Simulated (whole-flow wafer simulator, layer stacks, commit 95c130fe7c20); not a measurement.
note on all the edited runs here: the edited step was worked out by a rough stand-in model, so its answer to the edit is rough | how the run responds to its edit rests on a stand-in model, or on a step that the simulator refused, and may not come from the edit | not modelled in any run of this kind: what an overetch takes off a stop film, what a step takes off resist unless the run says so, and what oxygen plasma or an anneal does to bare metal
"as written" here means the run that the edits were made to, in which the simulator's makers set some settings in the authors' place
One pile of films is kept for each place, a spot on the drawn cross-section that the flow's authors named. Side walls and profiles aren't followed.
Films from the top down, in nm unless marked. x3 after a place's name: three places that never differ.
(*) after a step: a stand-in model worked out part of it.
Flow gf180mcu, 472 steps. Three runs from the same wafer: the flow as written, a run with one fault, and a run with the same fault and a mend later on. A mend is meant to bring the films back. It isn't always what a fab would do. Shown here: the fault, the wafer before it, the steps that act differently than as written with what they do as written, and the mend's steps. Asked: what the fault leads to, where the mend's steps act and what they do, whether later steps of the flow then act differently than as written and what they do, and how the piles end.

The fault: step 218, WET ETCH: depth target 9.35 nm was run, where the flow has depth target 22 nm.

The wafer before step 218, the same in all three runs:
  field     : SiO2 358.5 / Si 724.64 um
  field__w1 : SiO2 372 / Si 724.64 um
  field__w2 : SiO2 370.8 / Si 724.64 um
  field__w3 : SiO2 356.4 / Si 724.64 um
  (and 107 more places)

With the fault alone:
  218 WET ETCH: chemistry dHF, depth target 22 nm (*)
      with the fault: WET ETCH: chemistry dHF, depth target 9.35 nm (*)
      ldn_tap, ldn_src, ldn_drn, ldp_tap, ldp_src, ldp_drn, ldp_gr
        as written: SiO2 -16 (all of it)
        with the fault: SiO2 -9.82
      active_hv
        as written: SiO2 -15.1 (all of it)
        with the fault: SiO2 -9.62
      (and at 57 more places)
  Later steps of the flow that act differently than as written (4 more steps differ only slightly, by at most 2% or 0.5 nm, whichever is larger, and aren't shown):
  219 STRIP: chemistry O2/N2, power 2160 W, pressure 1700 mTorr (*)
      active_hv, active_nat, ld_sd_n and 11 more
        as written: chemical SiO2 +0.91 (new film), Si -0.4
        with the fault: nothing
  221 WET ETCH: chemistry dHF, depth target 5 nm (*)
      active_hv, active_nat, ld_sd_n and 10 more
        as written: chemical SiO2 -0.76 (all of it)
        with the fault: SiO2 -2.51
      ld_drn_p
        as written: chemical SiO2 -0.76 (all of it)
        with the fault: SiO2 -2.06 (all of it)
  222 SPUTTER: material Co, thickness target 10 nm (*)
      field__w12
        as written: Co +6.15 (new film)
        with the fault: Co +6.68 (new film)
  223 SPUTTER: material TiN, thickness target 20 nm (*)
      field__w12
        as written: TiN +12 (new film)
        with the fault: TiN +12.7 (new film)
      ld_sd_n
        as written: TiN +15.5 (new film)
        with the fault: TiN +16.4 (new film)
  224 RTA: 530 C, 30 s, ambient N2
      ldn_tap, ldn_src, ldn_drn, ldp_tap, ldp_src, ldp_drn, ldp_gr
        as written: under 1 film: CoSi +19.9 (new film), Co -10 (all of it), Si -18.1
        with the fault: nothing
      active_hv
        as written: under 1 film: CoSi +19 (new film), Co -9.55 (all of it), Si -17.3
        with the fault: nothing
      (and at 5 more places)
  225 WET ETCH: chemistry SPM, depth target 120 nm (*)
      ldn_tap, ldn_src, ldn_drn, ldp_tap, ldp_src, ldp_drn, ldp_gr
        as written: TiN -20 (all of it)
        with the fault: TiN -20 (all of it), Co -10 (all of it)
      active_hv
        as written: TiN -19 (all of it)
        with the fault: TiN -19 (all of it), Co -9.56 (all of it)
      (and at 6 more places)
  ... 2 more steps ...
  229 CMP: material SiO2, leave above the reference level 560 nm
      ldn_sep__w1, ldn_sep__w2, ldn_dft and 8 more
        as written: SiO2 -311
        with the fault: SiO2 -325
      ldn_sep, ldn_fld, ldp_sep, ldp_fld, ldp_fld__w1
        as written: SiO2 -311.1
        with the fault: SiO2 -325
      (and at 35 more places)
  At the end the piles differ from the flow's by more than 2% or 0.5 nm, whichever is larger, at active_hv, active_nat, ld_sd_n and 10 more.
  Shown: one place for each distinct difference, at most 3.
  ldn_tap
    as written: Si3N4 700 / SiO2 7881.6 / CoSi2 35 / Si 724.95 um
    with the fault: Si3N4 700 / SiO2 7879.7 / Si 724.98 um
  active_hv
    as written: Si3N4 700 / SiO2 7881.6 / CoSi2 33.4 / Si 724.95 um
    with the fault: Si3N4 700 / SiO2 7879.7 / Si 724.98 um
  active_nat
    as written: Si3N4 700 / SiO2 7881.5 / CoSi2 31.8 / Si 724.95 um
    with the fault: Si3N4 700 / SiO2 7879.7 / Si 724.98 um

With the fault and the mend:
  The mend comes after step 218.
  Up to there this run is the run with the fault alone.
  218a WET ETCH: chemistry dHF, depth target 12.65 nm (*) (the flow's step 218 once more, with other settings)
      field, field__w1, field__w2 and 30 more
        SiO2 -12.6
      field__w7, field__w8, field__w11 and 14 more
        SiO2 -12.7
      ldn_src, ldn_drn, ldp_tap, ldp_src, ldp_drn
        SiO2 -6.15 (all of it)
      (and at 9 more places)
  No later step of the flow acts differently than as written, at any place that is followed, by more than 2% or 0.5 nm, whichever is larger.
  At the end the piles differ from the flow's only slightly at the places that both follow, by at most 2% or 0.5 nm, whichever is larger.
